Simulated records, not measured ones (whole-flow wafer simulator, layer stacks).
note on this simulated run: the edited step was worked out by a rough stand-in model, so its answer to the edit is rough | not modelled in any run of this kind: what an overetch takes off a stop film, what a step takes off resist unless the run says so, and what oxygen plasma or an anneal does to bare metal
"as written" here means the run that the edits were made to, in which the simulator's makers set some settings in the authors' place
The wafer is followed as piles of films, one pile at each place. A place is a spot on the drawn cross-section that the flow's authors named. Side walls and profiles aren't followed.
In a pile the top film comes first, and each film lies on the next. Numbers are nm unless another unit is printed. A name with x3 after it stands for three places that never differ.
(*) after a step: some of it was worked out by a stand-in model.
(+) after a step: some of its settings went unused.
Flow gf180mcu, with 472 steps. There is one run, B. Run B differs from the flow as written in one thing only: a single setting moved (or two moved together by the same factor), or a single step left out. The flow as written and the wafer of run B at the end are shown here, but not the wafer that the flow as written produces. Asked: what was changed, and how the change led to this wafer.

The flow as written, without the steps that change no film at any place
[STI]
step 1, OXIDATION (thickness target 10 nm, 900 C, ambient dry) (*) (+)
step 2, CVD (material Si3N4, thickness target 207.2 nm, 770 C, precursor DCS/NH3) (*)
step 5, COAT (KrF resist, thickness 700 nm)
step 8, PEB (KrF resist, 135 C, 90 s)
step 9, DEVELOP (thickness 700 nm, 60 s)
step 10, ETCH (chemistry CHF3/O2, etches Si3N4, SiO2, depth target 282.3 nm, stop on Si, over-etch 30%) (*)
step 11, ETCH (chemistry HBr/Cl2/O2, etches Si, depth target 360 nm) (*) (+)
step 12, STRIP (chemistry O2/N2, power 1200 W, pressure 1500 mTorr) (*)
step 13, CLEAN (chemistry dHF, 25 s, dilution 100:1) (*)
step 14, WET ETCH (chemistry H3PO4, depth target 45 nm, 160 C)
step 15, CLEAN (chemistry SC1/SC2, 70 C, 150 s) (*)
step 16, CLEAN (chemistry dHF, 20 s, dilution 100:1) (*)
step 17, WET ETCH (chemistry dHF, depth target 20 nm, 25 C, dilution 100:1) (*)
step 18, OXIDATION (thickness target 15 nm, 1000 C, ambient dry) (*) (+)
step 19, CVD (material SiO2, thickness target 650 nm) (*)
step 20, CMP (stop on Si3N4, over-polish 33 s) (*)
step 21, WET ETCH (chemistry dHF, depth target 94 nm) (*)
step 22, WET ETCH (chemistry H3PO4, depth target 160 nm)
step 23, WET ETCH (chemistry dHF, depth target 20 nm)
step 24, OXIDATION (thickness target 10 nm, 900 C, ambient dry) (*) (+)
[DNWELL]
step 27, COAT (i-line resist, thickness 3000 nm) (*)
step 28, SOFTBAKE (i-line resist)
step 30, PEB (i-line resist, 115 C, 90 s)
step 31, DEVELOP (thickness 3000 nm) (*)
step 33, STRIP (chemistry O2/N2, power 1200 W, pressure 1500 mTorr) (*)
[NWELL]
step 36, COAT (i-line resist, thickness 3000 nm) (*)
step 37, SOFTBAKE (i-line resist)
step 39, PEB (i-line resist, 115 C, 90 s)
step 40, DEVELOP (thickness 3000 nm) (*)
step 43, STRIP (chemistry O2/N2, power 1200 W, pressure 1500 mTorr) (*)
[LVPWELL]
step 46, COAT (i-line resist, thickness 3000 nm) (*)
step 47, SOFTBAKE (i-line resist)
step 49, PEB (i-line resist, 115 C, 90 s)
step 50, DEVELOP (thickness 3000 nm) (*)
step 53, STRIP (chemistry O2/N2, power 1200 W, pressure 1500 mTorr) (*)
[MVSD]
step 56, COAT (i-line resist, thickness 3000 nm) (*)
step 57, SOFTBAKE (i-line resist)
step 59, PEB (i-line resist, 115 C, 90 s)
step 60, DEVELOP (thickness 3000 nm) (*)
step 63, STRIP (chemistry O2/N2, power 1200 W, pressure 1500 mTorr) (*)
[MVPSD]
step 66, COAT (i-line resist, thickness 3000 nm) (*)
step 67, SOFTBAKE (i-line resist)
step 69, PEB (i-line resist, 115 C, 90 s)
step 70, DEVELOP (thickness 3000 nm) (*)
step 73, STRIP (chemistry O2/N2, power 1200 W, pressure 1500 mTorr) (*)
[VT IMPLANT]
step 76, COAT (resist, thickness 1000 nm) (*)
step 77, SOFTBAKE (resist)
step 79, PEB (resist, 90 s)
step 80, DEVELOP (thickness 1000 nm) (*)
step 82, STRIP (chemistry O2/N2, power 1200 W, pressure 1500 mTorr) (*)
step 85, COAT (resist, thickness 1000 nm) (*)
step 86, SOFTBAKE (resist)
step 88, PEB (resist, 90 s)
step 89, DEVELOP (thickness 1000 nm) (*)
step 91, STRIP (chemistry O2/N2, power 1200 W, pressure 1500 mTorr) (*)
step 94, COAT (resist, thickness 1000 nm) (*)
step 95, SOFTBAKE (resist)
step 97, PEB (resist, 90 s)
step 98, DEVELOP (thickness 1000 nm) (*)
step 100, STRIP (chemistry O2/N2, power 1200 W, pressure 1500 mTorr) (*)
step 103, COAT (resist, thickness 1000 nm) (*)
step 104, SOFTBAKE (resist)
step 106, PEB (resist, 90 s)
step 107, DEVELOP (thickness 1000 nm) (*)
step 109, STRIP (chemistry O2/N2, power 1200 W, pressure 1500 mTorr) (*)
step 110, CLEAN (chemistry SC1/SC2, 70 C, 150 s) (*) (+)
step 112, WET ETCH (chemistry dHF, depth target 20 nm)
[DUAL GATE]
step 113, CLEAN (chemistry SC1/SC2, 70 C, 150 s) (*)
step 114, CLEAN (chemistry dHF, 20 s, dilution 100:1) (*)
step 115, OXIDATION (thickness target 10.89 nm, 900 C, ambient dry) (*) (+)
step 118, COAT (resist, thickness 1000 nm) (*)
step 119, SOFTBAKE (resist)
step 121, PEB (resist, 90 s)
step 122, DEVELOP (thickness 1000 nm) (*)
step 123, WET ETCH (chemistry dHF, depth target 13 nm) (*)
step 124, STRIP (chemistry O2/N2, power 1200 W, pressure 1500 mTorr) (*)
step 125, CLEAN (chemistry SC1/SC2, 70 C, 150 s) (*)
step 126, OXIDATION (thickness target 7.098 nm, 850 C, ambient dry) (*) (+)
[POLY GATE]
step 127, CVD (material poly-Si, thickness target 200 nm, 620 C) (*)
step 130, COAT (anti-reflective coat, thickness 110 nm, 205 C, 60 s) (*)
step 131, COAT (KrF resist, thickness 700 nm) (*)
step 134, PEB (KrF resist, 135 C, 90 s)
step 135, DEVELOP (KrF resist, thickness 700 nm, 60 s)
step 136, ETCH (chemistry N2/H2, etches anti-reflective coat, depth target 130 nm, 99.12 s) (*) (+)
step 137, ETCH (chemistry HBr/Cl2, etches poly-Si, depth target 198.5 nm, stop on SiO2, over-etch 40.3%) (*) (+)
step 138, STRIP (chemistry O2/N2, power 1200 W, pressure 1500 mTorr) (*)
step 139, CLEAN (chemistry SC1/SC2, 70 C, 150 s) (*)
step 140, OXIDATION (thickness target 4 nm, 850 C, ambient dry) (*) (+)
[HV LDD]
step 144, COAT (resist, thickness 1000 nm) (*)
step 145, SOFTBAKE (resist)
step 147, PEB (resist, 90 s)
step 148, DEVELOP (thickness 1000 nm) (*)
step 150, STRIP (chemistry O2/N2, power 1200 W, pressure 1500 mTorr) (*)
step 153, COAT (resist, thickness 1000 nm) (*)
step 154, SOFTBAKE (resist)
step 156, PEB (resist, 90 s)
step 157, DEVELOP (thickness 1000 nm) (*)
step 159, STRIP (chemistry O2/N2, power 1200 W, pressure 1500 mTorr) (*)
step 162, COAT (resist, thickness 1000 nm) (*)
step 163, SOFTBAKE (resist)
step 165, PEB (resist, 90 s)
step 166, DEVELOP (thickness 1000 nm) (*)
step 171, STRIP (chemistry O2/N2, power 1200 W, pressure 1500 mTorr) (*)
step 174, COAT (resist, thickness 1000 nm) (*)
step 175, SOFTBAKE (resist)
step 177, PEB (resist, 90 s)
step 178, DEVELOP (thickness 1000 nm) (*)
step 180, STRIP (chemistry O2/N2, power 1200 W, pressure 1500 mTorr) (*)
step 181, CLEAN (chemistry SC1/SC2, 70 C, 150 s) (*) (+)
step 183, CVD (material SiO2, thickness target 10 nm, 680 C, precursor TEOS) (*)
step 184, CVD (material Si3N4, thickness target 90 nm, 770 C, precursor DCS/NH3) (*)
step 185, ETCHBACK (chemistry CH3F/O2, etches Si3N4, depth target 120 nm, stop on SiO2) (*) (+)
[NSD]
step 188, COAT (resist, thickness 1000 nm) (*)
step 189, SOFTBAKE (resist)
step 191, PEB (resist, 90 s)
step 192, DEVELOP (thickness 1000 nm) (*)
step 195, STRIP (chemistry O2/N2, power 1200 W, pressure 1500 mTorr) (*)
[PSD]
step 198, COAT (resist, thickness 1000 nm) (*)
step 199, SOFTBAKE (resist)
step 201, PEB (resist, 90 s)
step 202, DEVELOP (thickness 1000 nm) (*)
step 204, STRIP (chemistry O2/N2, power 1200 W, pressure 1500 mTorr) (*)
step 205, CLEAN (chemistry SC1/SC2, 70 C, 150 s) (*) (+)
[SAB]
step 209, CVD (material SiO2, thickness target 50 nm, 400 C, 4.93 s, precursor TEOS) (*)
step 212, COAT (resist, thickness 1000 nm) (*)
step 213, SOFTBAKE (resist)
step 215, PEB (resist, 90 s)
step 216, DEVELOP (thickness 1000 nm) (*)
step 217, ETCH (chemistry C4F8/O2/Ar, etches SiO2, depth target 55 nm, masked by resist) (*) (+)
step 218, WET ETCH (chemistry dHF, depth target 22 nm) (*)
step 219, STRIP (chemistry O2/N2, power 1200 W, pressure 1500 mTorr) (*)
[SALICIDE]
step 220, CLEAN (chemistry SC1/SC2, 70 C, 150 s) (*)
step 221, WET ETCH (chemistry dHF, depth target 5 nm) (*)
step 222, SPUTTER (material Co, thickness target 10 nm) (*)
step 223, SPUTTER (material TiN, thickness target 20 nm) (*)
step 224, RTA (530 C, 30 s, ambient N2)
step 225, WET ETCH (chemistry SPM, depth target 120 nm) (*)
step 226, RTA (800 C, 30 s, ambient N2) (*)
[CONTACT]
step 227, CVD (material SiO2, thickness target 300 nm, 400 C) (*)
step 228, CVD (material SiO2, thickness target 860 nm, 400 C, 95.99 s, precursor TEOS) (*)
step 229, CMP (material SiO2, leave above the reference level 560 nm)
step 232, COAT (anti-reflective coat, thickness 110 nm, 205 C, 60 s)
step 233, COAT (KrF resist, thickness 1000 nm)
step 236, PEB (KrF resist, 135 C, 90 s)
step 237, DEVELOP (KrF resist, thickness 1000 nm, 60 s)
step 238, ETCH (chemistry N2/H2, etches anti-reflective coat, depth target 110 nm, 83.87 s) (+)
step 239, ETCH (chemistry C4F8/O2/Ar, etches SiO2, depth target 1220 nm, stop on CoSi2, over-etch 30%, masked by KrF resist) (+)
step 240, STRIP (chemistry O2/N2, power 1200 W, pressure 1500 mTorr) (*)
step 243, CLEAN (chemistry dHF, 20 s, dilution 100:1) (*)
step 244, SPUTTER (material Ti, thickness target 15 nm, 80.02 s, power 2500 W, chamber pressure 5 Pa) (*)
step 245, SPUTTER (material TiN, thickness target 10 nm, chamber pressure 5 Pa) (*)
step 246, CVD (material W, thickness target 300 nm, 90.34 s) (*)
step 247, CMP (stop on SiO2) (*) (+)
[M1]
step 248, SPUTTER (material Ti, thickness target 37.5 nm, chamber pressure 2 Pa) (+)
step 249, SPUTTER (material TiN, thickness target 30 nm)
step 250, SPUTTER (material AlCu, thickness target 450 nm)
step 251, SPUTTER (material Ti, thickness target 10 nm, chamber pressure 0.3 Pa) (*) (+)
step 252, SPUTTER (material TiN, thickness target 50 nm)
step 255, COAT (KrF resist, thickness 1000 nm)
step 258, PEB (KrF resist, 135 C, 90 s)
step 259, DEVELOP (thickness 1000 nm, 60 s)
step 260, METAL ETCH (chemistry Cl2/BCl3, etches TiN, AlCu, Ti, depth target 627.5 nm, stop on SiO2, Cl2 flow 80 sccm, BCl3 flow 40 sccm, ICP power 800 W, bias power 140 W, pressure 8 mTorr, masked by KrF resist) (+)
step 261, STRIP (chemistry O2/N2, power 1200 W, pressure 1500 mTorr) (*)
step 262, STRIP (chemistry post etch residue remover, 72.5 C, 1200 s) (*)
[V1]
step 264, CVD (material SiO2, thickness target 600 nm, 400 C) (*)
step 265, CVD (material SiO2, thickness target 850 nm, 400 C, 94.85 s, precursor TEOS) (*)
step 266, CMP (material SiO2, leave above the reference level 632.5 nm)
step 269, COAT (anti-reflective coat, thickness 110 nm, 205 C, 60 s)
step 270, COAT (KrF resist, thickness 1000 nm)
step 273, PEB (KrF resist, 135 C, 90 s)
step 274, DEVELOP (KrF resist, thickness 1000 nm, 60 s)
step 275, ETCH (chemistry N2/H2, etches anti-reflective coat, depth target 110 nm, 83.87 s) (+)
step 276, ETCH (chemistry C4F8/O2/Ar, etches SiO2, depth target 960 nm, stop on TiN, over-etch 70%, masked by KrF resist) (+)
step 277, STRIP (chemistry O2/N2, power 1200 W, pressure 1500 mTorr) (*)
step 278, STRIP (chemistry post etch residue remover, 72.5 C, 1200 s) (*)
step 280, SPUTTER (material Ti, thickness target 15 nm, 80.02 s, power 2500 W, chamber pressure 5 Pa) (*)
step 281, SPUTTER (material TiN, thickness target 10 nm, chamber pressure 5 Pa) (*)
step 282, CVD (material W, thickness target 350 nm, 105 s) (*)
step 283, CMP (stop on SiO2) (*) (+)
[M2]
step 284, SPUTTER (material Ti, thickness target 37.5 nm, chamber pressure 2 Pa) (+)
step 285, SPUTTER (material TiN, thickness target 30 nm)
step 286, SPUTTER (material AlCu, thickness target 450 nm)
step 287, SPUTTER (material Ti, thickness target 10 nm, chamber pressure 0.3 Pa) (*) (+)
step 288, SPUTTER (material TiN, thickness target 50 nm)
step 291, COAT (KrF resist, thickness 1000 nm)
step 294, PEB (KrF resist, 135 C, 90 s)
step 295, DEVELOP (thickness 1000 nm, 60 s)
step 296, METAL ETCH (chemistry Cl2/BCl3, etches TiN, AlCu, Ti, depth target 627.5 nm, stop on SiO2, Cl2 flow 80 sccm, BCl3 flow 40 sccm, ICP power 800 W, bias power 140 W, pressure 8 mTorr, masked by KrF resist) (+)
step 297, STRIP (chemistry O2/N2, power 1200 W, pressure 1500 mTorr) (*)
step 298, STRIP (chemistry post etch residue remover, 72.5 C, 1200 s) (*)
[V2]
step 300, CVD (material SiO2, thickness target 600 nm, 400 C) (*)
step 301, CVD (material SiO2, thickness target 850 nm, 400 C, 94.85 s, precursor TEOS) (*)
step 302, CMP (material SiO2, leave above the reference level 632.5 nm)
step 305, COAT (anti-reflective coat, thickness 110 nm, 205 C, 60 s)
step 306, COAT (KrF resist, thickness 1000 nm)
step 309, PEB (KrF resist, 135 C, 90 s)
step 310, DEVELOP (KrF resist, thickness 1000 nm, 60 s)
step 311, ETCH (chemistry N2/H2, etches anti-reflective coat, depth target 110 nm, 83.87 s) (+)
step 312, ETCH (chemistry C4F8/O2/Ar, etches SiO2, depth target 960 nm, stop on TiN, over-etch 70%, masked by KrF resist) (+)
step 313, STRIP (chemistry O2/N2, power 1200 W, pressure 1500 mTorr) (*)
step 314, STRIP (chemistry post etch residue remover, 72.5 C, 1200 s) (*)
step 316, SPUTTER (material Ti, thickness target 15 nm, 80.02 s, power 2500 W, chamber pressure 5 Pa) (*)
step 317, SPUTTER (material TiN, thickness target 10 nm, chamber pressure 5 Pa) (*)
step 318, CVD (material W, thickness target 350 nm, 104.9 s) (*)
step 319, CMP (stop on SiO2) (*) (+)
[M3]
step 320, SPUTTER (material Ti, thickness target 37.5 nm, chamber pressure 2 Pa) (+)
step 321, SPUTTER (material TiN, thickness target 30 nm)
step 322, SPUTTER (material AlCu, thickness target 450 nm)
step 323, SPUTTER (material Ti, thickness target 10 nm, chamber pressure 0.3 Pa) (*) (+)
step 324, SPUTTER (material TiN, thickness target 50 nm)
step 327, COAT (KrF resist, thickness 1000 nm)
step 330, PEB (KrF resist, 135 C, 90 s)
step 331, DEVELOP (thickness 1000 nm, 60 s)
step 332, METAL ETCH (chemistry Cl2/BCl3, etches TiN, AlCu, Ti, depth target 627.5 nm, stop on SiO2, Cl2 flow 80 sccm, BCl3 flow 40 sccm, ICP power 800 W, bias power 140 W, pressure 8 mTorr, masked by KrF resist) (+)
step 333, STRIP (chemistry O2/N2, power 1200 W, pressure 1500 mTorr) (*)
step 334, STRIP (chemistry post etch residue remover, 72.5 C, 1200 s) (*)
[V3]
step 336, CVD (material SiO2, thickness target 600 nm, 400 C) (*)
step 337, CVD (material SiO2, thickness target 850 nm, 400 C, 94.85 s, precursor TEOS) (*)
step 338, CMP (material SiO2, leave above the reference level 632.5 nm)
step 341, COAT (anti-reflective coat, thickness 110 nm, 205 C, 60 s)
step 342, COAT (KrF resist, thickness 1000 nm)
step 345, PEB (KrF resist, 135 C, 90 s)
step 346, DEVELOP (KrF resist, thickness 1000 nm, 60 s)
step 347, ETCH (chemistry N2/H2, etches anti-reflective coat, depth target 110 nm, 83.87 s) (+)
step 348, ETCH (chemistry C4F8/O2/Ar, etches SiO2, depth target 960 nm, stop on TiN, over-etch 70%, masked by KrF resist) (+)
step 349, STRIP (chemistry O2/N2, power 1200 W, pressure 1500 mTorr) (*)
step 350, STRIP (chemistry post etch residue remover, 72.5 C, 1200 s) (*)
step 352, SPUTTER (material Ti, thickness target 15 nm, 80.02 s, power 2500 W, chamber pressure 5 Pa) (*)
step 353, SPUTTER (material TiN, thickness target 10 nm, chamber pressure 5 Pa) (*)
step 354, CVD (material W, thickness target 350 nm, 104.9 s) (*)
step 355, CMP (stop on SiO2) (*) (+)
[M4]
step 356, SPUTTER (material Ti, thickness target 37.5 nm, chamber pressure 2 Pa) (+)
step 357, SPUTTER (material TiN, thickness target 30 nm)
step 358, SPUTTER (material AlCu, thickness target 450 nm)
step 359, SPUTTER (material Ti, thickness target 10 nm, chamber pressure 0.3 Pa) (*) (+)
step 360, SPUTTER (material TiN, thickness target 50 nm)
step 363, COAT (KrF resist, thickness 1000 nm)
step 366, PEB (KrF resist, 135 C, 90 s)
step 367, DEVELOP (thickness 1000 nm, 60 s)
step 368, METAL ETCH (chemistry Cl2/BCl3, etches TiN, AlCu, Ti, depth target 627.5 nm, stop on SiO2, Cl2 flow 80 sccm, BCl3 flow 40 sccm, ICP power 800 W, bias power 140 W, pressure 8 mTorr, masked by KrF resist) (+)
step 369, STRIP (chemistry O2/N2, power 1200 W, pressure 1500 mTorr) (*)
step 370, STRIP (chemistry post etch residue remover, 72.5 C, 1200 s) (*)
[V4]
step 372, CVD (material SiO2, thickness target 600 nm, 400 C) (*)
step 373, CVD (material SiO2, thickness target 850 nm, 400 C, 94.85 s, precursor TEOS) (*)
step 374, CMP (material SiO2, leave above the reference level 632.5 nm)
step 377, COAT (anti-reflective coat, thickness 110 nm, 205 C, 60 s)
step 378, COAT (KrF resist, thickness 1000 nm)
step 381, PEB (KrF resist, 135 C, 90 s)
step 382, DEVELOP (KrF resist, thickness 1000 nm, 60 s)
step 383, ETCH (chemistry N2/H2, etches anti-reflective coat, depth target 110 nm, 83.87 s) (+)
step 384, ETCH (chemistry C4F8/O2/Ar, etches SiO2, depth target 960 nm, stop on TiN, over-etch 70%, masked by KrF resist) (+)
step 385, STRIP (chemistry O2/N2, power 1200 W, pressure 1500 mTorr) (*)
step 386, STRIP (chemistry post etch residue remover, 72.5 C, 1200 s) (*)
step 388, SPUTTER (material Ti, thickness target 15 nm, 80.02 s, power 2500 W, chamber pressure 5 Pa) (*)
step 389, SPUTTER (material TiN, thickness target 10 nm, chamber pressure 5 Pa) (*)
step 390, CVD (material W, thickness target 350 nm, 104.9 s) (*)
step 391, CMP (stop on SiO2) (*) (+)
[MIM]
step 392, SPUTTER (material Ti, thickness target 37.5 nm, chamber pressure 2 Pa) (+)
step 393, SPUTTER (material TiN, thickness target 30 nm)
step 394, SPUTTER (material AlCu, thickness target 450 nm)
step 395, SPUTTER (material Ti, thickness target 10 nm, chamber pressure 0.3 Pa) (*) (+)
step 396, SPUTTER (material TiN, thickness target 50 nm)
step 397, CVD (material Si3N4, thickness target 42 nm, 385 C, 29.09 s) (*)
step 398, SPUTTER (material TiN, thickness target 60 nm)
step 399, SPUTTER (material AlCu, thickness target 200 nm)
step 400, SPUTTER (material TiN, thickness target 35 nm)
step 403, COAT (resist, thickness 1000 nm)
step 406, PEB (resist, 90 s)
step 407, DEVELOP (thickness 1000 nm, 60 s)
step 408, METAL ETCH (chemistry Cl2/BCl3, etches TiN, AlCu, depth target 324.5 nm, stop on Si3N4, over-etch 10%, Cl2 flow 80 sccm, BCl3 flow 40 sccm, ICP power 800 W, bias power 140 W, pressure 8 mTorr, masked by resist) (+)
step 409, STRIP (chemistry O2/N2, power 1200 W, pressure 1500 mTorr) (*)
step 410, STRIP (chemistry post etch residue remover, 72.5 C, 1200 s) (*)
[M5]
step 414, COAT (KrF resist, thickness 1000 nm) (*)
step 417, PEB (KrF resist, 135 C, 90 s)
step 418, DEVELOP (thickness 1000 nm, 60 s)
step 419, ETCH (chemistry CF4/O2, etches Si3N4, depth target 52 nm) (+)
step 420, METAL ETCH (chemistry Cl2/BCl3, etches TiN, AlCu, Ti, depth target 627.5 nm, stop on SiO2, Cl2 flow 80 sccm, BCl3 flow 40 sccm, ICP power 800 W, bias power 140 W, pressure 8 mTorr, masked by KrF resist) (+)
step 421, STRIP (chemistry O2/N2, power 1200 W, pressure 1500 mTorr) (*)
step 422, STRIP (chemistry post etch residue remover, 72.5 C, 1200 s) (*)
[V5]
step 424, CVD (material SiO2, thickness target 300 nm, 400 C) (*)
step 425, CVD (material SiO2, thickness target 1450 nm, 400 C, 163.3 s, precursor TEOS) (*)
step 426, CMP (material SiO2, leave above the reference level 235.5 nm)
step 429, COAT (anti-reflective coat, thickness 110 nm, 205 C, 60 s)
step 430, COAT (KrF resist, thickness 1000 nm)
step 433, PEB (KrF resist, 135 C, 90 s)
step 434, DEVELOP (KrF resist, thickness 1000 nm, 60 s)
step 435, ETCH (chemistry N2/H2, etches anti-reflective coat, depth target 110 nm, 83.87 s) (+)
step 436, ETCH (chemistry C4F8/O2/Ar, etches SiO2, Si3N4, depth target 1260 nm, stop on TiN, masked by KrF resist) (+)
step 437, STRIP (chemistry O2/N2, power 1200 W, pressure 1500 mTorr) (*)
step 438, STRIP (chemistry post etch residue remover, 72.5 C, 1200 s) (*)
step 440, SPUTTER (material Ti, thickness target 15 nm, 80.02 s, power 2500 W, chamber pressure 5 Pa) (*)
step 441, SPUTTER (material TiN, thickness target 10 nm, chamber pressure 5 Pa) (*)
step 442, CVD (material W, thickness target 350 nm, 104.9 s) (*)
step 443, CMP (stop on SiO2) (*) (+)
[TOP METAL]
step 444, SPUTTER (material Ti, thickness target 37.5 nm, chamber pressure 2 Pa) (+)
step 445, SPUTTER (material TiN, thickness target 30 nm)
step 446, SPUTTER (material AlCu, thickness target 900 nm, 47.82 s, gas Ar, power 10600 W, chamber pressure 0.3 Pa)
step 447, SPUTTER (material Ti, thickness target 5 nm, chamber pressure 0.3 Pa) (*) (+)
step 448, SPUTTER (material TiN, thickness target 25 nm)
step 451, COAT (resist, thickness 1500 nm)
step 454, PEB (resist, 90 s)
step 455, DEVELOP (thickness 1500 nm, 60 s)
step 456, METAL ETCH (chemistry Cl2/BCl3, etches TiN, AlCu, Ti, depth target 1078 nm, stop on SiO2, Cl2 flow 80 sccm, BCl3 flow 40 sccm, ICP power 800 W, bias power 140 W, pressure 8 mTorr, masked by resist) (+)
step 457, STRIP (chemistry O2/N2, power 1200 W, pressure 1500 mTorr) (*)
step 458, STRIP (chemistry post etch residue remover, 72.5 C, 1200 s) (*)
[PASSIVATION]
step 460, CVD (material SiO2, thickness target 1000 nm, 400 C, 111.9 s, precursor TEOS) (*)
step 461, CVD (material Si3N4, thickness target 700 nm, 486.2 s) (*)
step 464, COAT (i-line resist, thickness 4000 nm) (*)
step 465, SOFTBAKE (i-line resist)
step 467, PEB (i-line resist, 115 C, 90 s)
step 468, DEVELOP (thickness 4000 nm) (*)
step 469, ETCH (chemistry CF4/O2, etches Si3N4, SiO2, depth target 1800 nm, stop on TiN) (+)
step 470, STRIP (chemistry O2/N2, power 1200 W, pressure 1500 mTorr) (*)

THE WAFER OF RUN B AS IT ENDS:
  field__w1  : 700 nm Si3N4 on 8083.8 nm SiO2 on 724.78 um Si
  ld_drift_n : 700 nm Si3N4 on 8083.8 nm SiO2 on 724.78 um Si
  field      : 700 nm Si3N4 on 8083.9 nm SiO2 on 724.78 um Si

Cause: step 11, ETCH: depth target 216 nm was run, though the flow has depth target 360 nm.

The path from the change to this, step by step:
  step 11, ETCH (chemistry HBr/Cl2/O2, etches Si, depth target 360 nm) (*) (+)
      active, n_well, p_well and 40 more: KrF resist loses 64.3 (it would be, as written: KrF resist loses 112.3)
      field, field_sub, sti and 34 more: Si loses 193 (it would be, as written: Si loses 337)
  step 12, STRIP (chemistry O2/N2, power 1200 W, pressure 1500 mTorr) (*)
      active, n_well, p_well and 40 more: KrF resist loses 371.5 (all of it) (it would be, as written: KrF resist loses 323.5 (all of it))
  step 19, CVD (material SiO2, thickness target 650 nm) (*)
      m1, ld_fp_n, ld_drift_n and 8 more: SiO2 gains 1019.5 (it would be, as written: SiO2 gains 1163.5)
  step 20, CMP (stop on Si3N4, over-polish 33 s) (*)
      sti, mim_1p0, pad and 11 more: SiO2 loses 282.3 (it would be, as written: SiO2 loses 138.3)
      nw_enc_fld, nw_enc_fld_lv: SiO2 loses 286.3 (it would be, as written: SiO2 loses 142.4)
      (as well as at 10 more places)
  step 115, OXIDATION (thickness target 10.89 nm, 900 C, ambient dry) (*) (+)
      sti, mim_1p0, pad and 19 more: SiO2 gains 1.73, Si loses 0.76 (it would be, as written: SiO2 gains 1.22, Si loses 0.54)
      field, field__w1, field__w2, field__w3, field__w6, field__w12: SiO2 gains 1.79, Si loses 0.79 (it would be, as written: SiO2 gains 1.25, Si loses 0.55)
      (as well as at 21 more places)
  step 189, SOFTBAKE (resist)
      field__w9: resist loses 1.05 (it would be, as written: resist gains 1.85)
      active_hv: resist gains 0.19 (it would be, as written: resist gains 0.78)
      (as well as at 1 more place)
  step 199, SOFTBAKE (resist)
      field__w9: resist loses 1.05 (it would be, as written: resist gains 1.85)
      active_hv: resist gains 0.19 (it would be, as written: resist gains 0.78)
      (as well as at 1 more place)
